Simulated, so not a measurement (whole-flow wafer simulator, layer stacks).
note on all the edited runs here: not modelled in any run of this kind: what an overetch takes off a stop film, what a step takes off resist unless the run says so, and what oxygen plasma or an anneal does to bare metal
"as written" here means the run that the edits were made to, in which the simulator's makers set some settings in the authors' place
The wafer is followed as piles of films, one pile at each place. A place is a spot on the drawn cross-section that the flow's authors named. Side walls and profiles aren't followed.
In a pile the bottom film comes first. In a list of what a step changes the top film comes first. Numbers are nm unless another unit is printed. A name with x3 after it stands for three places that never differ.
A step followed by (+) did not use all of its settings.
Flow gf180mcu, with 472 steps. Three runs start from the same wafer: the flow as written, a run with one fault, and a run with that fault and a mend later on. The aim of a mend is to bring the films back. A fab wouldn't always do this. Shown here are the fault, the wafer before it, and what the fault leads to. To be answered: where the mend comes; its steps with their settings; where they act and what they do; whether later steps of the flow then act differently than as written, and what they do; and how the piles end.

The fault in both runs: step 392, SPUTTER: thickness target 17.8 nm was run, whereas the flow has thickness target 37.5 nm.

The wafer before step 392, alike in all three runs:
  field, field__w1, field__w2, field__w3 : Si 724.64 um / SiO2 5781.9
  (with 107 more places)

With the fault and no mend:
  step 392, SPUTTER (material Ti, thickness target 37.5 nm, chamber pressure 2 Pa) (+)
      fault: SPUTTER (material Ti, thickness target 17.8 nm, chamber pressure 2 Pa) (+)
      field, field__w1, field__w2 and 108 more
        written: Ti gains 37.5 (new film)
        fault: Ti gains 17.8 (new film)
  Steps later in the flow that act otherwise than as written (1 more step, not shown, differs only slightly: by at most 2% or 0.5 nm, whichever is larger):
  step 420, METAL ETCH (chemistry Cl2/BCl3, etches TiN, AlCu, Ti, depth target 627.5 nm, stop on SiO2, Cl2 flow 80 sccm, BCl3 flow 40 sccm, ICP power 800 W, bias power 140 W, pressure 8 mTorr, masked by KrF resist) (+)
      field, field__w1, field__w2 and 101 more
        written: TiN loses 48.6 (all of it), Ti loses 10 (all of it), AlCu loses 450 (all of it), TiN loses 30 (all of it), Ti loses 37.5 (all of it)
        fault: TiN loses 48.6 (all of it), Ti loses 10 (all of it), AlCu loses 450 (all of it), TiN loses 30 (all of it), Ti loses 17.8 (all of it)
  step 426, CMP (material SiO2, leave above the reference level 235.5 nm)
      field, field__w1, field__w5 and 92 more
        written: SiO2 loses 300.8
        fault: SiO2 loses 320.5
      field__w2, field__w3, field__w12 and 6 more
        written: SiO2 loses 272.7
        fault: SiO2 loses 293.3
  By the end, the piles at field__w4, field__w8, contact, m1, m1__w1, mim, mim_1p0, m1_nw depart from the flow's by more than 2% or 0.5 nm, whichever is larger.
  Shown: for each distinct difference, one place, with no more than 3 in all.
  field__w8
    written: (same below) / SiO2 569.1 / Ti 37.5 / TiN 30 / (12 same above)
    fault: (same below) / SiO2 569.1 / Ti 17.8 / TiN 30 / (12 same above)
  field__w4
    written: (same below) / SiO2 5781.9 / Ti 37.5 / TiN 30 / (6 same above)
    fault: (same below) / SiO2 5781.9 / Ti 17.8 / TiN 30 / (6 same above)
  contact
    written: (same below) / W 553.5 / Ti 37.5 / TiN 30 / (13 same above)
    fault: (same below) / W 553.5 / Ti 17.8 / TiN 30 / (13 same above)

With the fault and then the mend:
  After step 392 comes the mend.
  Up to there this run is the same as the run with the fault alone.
  step 392a, SPUTTER (material Ti, thickness target 19.7 nm, chamber pressure 2 Pa) (+) (a further turn of the flow's step 392, with different settings)
      field, field__w1, field__w2 and 108 more
        Ti gains 19.7
  Every later step of the flow that is run acts as written at every place that is followed.
  At every place that both follow, the piles at the end match the flow's.
